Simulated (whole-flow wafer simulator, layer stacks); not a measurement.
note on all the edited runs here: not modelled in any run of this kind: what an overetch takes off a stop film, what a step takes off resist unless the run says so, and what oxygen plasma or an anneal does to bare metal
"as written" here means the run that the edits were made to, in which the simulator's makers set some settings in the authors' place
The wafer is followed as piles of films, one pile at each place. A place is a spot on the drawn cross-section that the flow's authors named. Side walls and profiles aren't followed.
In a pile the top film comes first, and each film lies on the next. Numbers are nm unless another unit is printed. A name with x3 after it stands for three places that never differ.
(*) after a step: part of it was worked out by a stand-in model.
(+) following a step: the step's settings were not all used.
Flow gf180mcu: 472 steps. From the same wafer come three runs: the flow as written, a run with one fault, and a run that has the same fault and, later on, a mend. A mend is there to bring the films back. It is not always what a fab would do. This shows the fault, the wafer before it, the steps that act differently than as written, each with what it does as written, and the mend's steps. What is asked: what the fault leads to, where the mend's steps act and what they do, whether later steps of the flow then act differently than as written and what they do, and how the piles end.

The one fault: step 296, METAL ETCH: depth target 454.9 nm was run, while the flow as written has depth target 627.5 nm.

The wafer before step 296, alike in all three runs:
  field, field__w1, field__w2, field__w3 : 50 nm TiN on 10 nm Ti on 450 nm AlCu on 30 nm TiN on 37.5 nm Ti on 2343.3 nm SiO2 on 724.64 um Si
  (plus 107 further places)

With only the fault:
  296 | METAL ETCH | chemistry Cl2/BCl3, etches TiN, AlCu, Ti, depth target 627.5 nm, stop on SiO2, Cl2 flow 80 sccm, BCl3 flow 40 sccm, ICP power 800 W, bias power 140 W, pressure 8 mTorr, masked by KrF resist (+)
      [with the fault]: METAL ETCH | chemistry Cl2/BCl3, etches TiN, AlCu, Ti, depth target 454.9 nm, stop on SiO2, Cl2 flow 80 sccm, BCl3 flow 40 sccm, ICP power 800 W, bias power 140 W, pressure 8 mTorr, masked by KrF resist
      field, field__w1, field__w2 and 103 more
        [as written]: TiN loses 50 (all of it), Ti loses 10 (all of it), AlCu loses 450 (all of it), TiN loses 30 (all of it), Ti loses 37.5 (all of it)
        [with the fault]: TiN loses 50 (all of it), Ti loses 10 (all of it), AlCu loses 394.9
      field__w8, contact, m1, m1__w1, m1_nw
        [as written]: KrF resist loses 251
        [with the fault]: KrF resist loses 182
  Steps further on in the flow that do not act as written:
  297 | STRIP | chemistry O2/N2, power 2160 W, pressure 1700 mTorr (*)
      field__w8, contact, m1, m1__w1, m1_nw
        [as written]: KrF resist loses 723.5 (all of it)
        [with the fault]: KrF resist loses 792.6 (all of it)
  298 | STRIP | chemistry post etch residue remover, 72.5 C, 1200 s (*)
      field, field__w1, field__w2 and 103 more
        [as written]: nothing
        [with the fault]: AlCu loses 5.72
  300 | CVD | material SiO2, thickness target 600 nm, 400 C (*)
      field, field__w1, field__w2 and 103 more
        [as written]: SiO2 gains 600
        [with the fault]: SiO2 gains 600 (new film)
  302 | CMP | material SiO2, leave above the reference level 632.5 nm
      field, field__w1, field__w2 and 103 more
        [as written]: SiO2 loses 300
        [with the fault]: SiO2 loses 416.9
  The piles end different from the flow's at field, field__w1, field__w2 and 104 more by more than 2% or 0.5 nm, whichever is larger.
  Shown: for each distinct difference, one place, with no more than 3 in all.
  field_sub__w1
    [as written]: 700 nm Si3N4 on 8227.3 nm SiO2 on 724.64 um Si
    [with the fault]: 700 nm Si3N4 on 5767.1 nm SiO2 on 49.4 nm AlCu on 30 nm TiN on 37.5 nm Ti on 2343.2 nm SiO2 on 724.64 um Si
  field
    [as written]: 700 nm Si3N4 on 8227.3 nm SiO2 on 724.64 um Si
    [with the fault]: 700 nm Si3N4 on 5767.1 nm SiO2 on 49.4 nm AlCu on 30 nm TiN on 37.5 nm Ti on 2343.3 nm SiO2 on 724.64 um Si
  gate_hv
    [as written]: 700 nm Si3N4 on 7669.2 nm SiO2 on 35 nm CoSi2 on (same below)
    [with the fault]: 700 nm Si3N4 on 5767.1 nm SiO2 on 49.4 nm AlCu on 30 nm TiN on 37.5 nm Ti on 1785.1 nm SiO2 on 35 nm CoSi2 on (same below)

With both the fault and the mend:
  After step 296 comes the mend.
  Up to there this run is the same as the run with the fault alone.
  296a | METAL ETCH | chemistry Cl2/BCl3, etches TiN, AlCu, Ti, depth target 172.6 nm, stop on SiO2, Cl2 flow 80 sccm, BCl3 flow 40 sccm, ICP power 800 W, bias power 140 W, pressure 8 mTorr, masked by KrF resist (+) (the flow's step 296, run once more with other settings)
      field, field__w1, field__w2 and 103 more
        AlCu loses 55.1 (all of it), TiN loses 30 (all of it), Ti loses 37.5 (all of it)
      field__w8, contact, m1, m1__w1, m1_nw
        KrF resist loses 69
  None of the later steps of the flow acts differently than as written at any place that is followed.
  By the end, the piles equal the flow's at every place that both follow.
